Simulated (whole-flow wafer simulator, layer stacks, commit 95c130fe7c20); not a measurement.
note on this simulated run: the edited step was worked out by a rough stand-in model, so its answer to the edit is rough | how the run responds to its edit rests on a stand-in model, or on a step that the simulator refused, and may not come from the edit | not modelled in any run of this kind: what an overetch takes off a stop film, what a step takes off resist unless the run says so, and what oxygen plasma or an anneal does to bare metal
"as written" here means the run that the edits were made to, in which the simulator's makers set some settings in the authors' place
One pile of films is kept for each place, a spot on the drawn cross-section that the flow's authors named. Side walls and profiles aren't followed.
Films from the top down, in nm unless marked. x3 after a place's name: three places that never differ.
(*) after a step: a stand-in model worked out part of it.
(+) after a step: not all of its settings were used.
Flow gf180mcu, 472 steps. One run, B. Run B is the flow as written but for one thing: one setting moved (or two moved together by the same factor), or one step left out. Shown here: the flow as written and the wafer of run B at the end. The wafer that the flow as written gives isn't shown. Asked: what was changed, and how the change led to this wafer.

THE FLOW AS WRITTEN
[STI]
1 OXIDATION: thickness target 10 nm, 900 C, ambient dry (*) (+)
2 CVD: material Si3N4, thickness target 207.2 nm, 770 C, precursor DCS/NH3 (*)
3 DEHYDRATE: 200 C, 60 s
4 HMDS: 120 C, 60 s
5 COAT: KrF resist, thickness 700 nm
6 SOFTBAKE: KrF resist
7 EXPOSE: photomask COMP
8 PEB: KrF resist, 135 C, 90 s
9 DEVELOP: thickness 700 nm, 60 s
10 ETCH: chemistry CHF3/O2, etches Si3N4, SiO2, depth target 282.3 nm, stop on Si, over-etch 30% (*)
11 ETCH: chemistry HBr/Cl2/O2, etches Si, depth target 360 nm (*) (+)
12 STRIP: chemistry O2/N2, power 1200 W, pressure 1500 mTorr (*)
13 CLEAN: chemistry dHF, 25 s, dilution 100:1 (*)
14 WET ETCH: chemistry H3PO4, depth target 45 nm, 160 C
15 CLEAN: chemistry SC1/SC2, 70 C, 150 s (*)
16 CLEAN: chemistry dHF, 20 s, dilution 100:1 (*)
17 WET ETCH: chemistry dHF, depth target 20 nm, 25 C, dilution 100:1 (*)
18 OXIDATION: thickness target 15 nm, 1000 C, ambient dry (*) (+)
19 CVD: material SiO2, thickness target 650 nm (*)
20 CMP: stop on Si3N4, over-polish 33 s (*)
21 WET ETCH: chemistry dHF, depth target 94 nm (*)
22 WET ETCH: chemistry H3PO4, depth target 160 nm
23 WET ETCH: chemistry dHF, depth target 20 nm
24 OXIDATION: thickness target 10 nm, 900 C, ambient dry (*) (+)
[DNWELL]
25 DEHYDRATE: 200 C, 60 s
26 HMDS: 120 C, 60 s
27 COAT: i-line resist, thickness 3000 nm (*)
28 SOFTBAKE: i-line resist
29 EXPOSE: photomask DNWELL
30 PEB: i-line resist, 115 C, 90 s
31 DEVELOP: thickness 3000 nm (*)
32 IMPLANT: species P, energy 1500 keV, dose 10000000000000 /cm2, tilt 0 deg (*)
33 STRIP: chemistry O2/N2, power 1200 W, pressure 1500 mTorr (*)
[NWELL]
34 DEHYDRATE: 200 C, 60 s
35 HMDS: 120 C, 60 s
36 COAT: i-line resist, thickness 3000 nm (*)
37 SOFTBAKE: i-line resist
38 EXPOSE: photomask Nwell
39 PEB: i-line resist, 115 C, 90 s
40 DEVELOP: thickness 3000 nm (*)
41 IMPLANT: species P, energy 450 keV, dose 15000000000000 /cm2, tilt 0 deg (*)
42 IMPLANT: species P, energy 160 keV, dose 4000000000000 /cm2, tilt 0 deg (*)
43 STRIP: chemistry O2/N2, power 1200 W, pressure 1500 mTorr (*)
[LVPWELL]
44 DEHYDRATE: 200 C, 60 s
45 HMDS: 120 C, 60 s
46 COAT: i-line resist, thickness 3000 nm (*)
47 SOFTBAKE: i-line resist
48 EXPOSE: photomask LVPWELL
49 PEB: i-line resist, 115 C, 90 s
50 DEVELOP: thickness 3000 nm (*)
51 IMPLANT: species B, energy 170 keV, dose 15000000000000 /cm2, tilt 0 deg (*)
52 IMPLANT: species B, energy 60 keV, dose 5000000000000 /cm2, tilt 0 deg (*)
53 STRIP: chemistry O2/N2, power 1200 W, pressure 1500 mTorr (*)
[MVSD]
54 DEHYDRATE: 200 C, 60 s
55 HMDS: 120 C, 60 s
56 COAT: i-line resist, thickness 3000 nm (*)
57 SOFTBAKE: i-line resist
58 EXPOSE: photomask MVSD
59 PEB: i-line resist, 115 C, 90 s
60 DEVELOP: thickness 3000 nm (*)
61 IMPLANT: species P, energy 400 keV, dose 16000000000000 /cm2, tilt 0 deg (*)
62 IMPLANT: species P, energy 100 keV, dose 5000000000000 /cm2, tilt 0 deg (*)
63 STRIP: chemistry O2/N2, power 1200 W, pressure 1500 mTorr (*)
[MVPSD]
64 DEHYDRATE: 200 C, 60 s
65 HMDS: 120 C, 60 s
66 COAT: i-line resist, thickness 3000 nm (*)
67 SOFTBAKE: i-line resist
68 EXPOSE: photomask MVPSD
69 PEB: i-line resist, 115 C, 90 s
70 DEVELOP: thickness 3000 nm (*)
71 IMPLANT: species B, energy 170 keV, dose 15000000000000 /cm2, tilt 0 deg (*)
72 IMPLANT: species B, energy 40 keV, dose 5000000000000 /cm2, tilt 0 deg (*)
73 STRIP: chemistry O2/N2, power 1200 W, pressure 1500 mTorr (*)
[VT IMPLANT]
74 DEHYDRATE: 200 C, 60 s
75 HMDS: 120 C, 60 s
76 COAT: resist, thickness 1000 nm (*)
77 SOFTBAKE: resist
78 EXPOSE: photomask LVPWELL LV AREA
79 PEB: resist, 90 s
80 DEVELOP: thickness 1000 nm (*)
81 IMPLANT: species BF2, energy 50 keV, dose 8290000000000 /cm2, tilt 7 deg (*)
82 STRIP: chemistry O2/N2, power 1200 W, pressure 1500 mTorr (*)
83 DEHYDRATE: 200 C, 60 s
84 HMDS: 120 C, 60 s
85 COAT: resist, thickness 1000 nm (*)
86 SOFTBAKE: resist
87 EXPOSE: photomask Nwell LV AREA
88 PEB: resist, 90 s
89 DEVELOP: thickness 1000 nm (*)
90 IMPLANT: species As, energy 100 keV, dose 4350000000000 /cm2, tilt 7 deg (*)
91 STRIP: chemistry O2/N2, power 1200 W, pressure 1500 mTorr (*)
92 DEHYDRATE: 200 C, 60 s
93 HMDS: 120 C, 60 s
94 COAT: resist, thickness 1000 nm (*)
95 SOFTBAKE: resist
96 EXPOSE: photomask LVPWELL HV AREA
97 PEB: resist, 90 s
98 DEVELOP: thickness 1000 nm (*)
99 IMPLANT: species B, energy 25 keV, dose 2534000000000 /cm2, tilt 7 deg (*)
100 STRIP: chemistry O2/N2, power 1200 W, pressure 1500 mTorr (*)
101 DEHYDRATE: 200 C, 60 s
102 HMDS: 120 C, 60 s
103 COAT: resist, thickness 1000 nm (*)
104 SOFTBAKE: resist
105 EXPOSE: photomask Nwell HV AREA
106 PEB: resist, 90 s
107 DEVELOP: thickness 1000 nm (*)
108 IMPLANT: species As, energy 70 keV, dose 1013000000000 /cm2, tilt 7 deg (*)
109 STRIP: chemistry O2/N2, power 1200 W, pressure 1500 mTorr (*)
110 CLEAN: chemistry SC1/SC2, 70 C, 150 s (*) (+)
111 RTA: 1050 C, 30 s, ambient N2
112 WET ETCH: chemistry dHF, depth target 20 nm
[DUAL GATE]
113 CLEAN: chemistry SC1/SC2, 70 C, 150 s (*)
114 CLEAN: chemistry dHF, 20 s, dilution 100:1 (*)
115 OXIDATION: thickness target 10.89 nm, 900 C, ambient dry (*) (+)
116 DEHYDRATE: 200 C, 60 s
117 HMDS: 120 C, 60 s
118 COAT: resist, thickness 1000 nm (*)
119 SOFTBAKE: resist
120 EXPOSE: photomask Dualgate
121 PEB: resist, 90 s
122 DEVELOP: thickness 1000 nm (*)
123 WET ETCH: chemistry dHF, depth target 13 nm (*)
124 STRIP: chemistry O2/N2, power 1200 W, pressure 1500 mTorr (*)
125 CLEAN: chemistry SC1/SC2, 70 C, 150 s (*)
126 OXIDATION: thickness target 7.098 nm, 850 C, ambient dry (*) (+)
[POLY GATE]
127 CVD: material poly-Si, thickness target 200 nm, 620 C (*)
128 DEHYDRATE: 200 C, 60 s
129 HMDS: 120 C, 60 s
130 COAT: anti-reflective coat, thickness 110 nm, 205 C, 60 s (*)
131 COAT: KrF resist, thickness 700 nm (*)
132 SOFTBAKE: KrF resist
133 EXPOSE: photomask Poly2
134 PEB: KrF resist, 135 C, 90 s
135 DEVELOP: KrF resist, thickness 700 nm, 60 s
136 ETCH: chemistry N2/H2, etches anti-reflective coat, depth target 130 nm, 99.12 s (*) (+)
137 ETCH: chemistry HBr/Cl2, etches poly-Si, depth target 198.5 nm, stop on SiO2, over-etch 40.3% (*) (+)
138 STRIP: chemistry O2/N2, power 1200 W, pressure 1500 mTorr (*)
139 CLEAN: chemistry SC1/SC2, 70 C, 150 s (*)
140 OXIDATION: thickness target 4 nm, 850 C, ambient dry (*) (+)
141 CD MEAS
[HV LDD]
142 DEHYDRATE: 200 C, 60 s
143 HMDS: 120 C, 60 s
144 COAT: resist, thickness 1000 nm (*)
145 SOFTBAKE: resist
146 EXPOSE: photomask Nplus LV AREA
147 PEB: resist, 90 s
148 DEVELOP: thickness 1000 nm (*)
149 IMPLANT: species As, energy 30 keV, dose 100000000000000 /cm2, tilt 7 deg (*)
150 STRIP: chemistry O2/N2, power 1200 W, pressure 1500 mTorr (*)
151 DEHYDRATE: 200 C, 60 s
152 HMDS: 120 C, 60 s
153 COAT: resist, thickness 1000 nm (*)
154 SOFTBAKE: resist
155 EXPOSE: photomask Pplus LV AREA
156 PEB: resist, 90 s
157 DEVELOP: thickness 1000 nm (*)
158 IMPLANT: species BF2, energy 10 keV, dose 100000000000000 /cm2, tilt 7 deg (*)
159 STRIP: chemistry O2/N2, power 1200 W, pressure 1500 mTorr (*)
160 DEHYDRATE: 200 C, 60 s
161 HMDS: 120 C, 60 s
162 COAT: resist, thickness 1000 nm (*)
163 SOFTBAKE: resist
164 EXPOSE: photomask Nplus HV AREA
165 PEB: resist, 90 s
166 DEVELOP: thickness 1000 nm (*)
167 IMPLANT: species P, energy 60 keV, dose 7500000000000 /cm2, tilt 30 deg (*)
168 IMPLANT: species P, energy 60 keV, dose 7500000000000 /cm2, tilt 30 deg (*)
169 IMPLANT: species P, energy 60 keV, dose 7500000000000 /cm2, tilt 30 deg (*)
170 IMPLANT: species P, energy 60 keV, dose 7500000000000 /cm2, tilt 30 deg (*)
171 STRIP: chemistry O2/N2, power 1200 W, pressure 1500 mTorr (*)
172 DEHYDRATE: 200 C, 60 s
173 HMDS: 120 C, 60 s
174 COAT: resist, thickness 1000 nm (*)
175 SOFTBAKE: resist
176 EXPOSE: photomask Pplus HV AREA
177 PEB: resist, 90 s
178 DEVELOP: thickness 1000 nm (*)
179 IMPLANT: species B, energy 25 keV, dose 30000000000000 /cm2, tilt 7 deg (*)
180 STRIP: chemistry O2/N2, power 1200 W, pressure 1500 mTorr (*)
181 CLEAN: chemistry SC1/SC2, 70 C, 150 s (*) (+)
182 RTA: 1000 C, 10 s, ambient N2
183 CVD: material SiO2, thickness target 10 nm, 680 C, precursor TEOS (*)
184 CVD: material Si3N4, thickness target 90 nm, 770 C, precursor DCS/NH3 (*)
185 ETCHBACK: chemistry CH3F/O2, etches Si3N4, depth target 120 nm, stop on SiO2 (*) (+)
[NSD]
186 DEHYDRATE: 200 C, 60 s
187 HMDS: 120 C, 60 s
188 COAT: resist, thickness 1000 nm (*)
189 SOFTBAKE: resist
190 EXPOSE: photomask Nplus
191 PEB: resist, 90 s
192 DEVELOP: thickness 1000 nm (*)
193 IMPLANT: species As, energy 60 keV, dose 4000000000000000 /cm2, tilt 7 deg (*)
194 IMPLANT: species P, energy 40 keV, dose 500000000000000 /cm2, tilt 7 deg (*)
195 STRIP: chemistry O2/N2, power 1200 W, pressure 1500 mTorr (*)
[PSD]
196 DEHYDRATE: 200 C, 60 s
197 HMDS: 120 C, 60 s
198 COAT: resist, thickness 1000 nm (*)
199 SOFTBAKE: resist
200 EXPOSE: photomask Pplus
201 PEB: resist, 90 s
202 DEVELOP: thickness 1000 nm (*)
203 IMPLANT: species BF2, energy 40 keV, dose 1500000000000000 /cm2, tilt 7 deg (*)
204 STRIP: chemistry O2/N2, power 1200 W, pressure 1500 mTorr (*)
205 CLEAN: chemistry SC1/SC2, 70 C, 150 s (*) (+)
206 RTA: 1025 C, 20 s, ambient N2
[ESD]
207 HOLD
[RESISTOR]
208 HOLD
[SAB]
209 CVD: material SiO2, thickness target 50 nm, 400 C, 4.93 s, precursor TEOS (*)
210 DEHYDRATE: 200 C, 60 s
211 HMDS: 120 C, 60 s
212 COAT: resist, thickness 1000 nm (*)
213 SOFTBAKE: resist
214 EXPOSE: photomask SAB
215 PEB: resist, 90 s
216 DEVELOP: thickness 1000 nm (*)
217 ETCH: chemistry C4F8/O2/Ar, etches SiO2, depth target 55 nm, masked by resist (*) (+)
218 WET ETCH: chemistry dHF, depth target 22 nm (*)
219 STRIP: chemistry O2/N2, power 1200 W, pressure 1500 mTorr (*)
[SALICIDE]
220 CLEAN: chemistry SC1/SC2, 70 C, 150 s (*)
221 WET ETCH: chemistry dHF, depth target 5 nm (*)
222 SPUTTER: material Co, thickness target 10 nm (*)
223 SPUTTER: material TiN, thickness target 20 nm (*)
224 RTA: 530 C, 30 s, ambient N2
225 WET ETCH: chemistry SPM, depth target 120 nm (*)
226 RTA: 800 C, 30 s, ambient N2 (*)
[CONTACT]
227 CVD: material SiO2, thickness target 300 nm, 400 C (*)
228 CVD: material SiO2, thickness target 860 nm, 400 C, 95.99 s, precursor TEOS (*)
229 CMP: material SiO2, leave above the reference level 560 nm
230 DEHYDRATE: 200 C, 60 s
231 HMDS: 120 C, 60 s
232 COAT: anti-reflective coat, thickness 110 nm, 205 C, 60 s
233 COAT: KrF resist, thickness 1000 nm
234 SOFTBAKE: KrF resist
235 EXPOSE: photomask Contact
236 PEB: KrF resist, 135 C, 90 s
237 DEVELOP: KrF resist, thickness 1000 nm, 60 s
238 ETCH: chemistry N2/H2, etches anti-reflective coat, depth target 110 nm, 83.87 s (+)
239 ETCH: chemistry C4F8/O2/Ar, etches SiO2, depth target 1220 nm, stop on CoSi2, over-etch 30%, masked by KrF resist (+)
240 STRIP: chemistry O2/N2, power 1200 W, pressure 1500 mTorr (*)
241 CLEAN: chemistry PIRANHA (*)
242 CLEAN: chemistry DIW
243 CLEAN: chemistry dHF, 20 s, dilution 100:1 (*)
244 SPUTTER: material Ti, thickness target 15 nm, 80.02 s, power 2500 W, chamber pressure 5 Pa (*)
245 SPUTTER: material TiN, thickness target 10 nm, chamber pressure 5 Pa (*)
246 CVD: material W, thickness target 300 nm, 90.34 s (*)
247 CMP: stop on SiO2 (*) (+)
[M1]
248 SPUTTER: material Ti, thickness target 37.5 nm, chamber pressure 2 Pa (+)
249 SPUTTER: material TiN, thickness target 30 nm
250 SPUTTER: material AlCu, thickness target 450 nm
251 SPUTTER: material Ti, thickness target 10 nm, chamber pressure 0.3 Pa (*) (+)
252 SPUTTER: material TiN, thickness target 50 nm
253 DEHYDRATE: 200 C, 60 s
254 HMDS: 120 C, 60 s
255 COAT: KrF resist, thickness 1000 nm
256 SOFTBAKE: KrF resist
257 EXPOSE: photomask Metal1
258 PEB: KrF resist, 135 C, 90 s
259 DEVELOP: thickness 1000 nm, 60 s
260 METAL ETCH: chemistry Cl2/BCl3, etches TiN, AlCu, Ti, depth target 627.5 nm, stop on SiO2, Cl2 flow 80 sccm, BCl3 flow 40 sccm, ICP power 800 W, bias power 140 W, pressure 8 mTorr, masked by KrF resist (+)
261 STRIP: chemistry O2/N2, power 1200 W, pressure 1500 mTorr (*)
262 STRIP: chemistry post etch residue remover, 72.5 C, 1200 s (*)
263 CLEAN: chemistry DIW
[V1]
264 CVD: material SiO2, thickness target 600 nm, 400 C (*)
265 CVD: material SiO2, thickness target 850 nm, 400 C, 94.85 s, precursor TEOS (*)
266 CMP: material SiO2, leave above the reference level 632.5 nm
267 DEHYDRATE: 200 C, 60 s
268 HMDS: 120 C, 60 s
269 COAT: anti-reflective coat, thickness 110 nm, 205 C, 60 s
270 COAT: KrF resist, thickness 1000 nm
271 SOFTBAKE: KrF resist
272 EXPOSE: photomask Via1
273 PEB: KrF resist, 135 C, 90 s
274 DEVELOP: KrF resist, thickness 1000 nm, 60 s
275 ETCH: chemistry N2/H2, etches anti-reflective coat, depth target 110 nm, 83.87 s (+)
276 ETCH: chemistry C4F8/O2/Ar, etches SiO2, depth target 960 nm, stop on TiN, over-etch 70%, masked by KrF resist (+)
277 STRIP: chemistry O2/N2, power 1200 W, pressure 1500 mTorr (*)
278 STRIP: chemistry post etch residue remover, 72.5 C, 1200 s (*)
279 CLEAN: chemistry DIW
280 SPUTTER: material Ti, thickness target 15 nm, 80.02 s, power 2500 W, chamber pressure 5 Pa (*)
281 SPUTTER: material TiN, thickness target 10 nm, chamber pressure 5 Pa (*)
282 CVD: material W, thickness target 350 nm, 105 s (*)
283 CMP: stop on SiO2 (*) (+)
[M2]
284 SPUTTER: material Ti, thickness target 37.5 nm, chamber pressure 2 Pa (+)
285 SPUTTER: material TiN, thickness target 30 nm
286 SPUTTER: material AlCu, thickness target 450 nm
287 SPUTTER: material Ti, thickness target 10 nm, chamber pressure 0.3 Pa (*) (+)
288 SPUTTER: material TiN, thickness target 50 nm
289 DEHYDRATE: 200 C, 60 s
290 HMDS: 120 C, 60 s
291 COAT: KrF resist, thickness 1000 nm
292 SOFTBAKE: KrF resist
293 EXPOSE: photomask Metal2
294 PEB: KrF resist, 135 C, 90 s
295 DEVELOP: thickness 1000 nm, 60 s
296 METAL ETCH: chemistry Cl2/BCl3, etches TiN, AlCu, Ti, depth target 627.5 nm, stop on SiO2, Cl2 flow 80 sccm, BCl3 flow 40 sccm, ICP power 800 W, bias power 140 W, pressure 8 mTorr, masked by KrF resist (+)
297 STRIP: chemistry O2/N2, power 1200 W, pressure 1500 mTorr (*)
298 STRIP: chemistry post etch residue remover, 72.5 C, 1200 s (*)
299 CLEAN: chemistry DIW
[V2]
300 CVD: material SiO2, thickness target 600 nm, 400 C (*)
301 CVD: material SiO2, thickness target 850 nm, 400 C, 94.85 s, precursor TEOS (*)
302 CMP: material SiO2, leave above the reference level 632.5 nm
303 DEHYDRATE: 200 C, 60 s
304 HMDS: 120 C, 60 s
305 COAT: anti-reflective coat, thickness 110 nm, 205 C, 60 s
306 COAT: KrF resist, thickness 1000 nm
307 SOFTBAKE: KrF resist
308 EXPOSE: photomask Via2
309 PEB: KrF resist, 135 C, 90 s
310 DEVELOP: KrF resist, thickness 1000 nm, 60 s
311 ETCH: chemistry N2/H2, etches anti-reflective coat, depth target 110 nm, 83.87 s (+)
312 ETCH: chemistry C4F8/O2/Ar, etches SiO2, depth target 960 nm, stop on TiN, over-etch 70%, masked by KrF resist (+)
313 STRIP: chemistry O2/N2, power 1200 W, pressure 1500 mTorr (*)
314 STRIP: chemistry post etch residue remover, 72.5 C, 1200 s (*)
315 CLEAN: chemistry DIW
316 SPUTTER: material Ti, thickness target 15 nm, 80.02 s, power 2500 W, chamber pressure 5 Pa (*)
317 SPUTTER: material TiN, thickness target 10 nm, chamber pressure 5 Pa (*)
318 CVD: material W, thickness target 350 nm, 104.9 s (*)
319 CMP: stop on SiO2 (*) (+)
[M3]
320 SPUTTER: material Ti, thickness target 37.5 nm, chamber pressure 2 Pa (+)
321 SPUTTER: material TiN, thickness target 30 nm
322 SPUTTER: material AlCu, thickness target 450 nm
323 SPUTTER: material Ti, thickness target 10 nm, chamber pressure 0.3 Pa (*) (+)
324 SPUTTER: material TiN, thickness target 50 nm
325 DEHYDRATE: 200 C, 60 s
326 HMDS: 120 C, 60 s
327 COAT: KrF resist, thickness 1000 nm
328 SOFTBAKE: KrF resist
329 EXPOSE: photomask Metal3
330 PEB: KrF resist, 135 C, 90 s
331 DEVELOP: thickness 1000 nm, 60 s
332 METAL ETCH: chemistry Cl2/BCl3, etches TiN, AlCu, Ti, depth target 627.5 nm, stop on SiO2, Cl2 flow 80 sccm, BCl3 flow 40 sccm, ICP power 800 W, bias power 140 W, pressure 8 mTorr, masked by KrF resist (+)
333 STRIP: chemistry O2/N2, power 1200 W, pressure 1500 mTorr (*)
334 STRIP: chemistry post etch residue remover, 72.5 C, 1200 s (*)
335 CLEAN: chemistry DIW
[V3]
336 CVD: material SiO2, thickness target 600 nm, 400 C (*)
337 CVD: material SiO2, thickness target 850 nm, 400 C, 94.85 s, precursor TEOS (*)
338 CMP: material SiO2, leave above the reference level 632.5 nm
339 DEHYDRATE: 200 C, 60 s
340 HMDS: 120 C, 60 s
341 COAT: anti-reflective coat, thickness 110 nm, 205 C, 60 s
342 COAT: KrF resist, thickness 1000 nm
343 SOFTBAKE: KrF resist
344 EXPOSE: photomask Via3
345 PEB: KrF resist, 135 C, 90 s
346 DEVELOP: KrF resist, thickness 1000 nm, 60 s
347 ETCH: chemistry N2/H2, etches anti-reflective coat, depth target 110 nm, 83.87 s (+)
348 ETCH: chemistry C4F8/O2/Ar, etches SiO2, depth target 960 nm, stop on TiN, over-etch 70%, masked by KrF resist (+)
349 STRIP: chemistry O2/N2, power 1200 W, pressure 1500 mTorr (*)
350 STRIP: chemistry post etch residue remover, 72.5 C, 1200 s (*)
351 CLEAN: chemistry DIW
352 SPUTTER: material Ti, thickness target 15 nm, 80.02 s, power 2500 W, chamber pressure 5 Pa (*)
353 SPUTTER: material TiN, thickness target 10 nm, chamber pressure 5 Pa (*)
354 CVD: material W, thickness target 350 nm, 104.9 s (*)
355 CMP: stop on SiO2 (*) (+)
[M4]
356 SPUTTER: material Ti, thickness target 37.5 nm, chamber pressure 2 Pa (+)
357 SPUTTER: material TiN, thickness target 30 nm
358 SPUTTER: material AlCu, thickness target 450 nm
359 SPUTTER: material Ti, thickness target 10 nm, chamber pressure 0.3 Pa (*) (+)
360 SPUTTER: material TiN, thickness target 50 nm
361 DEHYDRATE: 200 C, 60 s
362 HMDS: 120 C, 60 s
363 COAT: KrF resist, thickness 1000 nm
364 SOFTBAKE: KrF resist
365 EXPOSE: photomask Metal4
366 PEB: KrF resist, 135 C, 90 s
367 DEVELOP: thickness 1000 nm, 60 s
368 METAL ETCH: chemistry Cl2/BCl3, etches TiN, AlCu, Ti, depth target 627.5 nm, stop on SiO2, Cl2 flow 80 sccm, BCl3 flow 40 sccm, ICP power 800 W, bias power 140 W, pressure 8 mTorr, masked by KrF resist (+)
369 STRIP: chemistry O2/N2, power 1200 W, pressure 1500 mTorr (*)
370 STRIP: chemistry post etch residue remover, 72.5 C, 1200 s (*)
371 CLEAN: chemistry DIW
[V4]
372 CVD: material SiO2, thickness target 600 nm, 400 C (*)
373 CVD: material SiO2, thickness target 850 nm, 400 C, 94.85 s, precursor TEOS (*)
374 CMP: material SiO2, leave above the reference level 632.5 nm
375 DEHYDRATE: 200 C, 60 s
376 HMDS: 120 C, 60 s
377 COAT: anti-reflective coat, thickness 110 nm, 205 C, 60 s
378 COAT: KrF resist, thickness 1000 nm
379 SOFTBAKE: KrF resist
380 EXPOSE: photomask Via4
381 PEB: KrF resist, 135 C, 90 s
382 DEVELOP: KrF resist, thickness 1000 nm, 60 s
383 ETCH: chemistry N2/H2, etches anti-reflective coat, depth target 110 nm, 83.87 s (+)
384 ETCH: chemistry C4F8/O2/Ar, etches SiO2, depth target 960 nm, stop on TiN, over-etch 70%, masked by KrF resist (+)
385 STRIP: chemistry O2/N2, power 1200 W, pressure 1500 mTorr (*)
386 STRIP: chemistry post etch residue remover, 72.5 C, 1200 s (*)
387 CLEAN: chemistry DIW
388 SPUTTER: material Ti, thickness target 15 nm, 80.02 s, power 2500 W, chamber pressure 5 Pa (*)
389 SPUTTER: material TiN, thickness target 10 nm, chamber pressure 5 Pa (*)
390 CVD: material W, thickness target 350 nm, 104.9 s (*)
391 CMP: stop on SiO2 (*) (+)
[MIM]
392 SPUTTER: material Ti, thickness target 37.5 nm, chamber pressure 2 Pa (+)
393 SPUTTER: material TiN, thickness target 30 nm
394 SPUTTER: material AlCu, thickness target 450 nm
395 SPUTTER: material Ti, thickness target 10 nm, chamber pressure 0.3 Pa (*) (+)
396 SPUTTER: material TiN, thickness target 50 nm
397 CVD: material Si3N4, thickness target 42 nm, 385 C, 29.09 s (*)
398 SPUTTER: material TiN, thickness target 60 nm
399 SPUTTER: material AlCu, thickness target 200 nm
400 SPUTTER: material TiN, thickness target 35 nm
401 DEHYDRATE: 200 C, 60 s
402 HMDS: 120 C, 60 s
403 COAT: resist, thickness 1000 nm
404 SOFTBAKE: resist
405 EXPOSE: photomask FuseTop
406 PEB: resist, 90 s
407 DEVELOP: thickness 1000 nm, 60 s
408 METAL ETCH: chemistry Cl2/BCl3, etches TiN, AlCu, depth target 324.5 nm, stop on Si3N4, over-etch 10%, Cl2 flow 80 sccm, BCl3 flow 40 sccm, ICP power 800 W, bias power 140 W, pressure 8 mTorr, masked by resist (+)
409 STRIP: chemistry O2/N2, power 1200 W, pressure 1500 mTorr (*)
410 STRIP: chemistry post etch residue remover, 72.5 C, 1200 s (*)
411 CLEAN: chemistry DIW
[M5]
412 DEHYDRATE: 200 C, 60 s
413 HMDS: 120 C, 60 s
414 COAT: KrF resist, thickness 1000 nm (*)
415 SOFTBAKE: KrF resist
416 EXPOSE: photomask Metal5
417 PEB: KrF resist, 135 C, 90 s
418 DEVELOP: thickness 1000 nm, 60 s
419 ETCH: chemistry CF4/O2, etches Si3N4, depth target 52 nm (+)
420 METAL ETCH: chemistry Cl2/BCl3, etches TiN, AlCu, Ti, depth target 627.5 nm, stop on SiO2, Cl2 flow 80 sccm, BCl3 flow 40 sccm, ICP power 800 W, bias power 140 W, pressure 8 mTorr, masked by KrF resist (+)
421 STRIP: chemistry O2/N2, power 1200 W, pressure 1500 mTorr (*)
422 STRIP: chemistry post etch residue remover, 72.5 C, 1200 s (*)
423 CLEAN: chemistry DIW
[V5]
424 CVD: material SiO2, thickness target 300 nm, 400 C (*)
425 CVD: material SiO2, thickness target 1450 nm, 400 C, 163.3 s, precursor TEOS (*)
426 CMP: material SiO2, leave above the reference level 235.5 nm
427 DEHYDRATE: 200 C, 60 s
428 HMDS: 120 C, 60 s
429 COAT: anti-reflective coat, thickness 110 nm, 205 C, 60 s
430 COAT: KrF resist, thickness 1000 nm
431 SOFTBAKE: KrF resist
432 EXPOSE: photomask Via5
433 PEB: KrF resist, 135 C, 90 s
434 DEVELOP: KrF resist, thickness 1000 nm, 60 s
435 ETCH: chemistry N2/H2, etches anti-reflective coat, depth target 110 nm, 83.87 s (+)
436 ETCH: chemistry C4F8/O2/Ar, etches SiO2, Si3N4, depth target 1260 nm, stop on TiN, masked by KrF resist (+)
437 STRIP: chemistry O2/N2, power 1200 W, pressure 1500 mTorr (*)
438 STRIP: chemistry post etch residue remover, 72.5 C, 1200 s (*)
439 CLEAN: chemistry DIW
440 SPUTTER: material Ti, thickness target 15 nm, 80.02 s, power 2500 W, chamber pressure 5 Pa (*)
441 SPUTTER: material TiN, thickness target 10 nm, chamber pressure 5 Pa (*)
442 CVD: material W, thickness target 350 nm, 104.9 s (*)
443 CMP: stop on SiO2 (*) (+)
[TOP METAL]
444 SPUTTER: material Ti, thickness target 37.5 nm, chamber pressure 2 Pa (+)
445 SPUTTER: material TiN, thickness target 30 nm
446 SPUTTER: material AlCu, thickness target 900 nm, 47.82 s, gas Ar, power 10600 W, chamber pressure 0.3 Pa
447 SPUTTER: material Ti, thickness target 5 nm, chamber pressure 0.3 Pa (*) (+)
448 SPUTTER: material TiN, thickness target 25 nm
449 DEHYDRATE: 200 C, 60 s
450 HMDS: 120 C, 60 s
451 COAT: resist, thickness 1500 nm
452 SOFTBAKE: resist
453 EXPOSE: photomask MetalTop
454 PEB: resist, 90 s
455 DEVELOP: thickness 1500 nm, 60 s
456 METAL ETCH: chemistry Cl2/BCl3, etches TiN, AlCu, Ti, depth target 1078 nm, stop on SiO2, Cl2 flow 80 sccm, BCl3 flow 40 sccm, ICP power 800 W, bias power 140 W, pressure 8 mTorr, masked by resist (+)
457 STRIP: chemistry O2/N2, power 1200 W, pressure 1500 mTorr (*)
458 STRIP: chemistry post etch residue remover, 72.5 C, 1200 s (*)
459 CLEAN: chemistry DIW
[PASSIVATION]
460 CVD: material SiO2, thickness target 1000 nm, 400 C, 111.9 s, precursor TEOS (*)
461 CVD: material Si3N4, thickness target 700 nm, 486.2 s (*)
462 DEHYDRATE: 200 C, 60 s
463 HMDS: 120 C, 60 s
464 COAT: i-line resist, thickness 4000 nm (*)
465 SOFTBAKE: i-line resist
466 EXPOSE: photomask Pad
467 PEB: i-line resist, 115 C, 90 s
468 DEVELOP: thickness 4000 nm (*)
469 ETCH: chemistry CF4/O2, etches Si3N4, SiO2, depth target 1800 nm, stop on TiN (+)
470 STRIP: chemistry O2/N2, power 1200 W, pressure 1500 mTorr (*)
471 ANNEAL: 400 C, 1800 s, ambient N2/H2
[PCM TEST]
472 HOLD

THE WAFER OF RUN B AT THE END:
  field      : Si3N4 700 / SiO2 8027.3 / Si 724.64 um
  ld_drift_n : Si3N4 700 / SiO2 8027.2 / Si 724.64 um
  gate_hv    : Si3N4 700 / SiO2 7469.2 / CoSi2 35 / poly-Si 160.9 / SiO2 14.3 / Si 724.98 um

The cause: step 460, CVD: thickness target 800 nm was run, where the flow has thickness target 1000 nm.

How the change led to this, step by step:
  460 CVD: material SiO2, thickness target 1000 nm, 400 C, 111.9 s, precursor TEOS (*)
      field, field__w1, field__w2 and 103 more: SiO2 +800 (as written it would be: SiO2 +1000)
      field__w8, contact, m1, m1__w1, pad, m1_nw: SiO2 +800 (new film) (as written it would be: SiO2 +1000 (new film))
  465 SOFTBAKE: i-line resist
      field__w5, field__w9: i-line resist +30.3 (as written it would be: i-line resist +37.3)
      field__w11, field__w13: i-line resist +31.3 (as written it would be: i-line resist +37.9)
      (and at 57 more places)
  469 ETCH: chemistry CF4/O2, etches Si3N4, SiO2, depth target 1800 nm, stop on TiN (+)
      pad: Si3N4 -700 (all of it), SiO2 -800 (all of it) (as written it would be: Si3N4 -700 (all of it), SiO2 -1000 (all of it))
